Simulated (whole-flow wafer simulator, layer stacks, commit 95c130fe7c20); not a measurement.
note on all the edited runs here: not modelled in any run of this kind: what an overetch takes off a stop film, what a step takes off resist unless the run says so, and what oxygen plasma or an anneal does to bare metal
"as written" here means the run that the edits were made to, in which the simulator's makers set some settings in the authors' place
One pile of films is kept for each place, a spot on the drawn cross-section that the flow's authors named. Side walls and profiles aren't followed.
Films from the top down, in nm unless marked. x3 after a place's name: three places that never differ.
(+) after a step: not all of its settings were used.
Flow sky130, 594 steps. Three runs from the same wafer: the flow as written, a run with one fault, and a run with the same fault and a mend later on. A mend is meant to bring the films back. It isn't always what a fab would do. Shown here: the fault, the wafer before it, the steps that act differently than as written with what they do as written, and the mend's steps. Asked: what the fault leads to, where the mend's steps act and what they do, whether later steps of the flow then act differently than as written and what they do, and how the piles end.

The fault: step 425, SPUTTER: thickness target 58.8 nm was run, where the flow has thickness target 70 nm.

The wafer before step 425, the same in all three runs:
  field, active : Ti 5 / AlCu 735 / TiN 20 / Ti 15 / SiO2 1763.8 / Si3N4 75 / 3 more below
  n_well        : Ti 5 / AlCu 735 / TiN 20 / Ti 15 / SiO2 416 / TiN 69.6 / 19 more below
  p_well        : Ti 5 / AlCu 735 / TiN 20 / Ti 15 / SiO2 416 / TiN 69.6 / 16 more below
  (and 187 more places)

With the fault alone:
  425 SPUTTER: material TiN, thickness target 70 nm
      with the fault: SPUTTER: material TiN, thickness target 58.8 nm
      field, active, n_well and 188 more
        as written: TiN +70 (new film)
        with the fault: TiN +58.8 (new film)
  Later steps of the flow that act differently than as written (16 more steps differ only slightly, by at most 2% or 0.5 nm, whichever is larger, and aren't shown):
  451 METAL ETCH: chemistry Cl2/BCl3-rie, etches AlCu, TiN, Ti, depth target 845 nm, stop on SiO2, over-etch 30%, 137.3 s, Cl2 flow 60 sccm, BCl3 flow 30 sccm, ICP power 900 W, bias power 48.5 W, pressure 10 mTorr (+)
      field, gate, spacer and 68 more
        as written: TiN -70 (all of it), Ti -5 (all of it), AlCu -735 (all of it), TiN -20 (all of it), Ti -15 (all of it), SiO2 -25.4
        with the fault: TiN -58.8 (all of it), Ti -5 (all of it), AlCu -735 (all of it), TiN -20 (all of it), Ti -15 (all of it), SiO2 -26.5
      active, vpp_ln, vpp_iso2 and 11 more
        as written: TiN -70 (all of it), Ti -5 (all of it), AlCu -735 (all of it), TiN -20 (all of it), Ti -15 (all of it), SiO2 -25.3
        with the fault: TiN -58.8 (all of it), Ti -5 (all of it), AlCu -735 (all of it), TiN -20 (all of it), Ti -15 (all of it), SiO2 -26.5
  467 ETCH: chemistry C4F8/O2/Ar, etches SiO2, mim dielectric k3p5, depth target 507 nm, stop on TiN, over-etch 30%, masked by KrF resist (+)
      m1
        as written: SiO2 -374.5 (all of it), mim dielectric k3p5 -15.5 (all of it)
        with the fault: SiO2 -385.7 (all of it), mim dielectric k3p5 -15.5 (all of it)
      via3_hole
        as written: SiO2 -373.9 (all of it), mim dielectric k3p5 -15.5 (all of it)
        with the fault: SiO2 -385.1 (all of it), mim dielectric k3p5 -15.5 (all of it)
  At the end the piles differ from the flow's by more than 2% or 0.5 nm, whichever is larger, at n_well, p_well, gate_hv and 104 more.
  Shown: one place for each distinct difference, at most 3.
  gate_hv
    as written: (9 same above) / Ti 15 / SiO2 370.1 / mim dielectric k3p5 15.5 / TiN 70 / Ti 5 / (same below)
    with the fault: (9 same above) / Ti 15 / SiO2 381.3 / mim dielectric k3p5 15.5 / TiN 58.8 / Ti 5 / (same below)
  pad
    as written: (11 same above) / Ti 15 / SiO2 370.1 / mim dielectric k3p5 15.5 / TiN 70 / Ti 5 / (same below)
    with the fault: (11 same above) / Ti 15 / SiO2 381.3 / mim dielectric k3p5 15.5 / TiN 58.8 / Ti 5 / (same below)
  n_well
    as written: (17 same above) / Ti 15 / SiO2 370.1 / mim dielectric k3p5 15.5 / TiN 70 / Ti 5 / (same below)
    with the fault: (17 same above) / Ti 15 / SiO2 381.3 / mim dielectric k3p5 15.5 / TiN 58.8 / Ti 5 / (same below)

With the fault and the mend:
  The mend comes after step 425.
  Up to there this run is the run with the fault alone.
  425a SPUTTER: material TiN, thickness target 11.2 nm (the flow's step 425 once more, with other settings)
      field, active, n_well and 188 more
        TiN +11.2
  No later step of the flow acts differently than as written at any place that is followed.
  At the end the piles are the same as the flow's at every place that both follow.
